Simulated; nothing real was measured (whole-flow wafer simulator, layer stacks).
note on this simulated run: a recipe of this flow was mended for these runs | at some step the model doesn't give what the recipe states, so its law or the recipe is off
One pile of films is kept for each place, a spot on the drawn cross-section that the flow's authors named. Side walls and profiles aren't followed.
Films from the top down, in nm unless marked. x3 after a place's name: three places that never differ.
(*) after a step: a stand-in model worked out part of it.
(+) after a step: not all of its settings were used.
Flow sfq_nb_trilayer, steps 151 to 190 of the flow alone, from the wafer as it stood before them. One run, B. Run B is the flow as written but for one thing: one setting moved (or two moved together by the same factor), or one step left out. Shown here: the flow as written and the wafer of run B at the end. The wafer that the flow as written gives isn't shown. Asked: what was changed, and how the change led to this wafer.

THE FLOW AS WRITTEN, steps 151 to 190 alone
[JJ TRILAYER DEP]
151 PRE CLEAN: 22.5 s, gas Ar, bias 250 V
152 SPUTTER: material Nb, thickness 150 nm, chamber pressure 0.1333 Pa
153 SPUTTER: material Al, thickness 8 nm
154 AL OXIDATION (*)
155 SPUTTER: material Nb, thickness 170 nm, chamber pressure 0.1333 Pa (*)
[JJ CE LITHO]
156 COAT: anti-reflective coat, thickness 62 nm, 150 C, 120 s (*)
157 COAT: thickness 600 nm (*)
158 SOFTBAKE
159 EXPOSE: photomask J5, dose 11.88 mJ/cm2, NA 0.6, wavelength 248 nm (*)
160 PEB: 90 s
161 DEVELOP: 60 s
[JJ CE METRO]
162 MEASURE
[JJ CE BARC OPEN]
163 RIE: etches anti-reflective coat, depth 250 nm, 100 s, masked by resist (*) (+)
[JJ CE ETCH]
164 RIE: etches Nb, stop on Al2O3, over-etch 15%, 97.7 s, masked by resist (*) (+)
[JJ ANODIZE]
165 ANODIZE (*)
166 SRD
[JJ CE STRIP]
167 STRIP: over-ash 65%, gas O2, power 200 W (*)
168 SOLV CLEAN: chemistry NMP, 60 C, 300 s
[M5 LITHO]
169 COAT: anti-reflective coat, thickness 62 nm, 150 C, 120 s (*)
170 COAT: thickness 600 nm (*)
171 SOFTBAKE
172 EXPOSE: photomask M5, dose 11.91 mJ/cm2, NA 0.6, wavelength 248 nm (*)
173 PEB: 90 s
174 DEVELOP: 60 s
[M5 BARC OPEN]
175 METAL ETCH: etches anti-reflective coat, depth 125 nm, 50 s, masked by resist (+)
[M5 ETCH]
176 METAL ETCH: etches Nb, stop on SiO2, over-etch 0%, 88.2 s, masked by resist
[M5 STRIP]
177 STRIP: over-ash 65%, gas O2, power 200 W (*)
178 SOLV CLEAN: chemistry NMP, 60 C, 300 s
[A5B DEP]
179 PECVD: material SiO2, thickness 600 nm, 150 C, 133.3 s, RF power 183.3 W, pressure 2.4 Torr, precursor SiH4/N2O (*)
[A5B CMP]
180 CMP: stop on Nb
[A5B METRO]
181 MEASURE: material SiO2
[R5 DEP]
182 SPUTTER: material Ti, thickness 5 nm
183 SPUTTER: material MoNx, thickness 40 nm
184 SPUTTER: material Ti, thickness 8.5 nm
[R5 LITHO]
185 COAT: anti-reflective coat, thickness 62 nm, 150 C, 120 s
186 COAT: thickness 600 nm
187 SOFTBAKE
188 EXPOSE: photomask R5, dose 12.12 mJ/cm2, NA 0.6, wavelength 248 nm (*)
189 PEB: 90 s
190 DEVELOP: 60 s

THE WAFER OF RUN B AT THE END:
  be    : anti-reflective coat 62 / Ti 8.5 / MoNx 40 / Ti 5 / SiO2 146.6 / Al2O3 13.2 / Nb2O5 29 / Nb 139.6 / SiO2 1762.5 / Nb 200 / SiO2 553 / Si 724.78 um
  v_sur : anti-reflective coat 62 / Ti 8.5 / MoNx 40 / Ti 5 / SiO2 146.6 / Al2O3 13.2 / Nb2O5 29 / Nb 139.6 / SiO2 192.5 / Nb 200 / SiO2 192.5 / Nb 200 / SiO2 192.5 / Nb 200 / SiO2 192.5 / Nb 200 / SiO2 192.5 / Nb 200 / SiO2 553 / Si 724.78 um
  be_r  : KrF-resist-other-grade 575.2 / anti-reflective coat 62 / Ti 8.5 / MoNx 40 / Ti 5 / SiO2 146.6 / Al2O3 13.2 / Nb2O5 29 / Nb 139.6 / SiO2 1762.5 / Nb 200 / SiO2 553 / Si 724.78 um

The cause: step 164, RIE: 85 s was run, where the flow has 97.7 s.

How the change led to this, step by step:
  164 RIE: etches Nb, stop on Al2O3, over-etch 15%, 97.7 s, masked by resist (*) (+)
      field_l, v_sur, via_sp and 96 more: Nb -170 (all of it) (as written it would be: Nb -170 (all of it), Al2O3 -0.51)
      via_wl, via_wr: Nb -139.9 (all of it), Al2O3 -0.6 (as written it would be: Nb -139.9 (all of it), Al2O3 -0.96 (all of it))
      (and at 5 more places)
  165 ANODIZE (*)
      via_wl, via_wr: Al2O3 +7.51, Nb2O5 +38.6 (new film), Al -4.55 (all of it), Nb -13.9 (as written it would be: Al2O3 +7.51 (new film), Nb2O5 +39.2 (new film), Al -4.55 (all of it), Nb -14.1)
      via_w: Al2O3 +10.7, Nb2O5 +32.8 (new film), Al -6.51 (all of it), Nb -11.8 (as written it would be: Al2O3 +10.7 (new film), Nb2O5 +33.4 (new film), Al -6.51 (all of it), Nb -12)
      (and at 99 more places)
  167 STRIP: over-ash 65%, gas O2, power 200 W (*)
      ce_l: KrF-resist-other-grade -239 (all of it), anti-reflective coat -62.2 (all of it) (as written it would be: KrF-resist-other-grade -226.3 (all of it), anti-reflective coat -62.2 (all of it))
      c5j: KrF-resist-other-grade -239.2 (all of it), anti-reflective coat -62.2 (all of it) (as written it would be: KrF-resist-other-grade -226.5 (all of it), anti-reflective coat -62.2 (all of it))
      (and at 2 more places)
  169 COAT: anti-reflective coat, thickness 62 nm, 150 C, 120 s (*)
      v_sur: anti-reflective coat +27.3 (new film) (as written it would be: anti-reflective coat +26.6 (new film))
  176 METAL ETCH: etches Nb, stop on SiO2, over-etch 0%, 88.2 s, masked by resist
      field_l, res, r_end and 47 more: Al2O3 -13.1 (all of it), Nb2O5 -29 (all of it), Nb -139.6 (all of it), SiO2 -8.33 (as written it would be: Al2O3 -12.6 (all of it), Nb2O5 -29.9 (all of it), Nb -139.2 (all of it), SiO2 -8.33)
      r_sur: Al2O3 -13 (all of it), Nb2O5 -29 (all of it), Nb -139.6 (all of it), SiO2 -8.34 (as written it would be: Al2O3 -12.5 (all of it), Nb2O5 -29.9 (all of it), Nb -139.2 (all of it), SiO2 -8.33)
      (and at 2 more places)
  177 STRIP: over-ash 65%, gas O2, power 200 W (*)
      v_sur: KrF-resist-other-grade -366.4 (all of it), anti-reflective coat -27.3 (all of it) (as written it would be: KrF-resist-other-grade -366.5 (all of it), anti-reflective coat -26.6 (all of it))
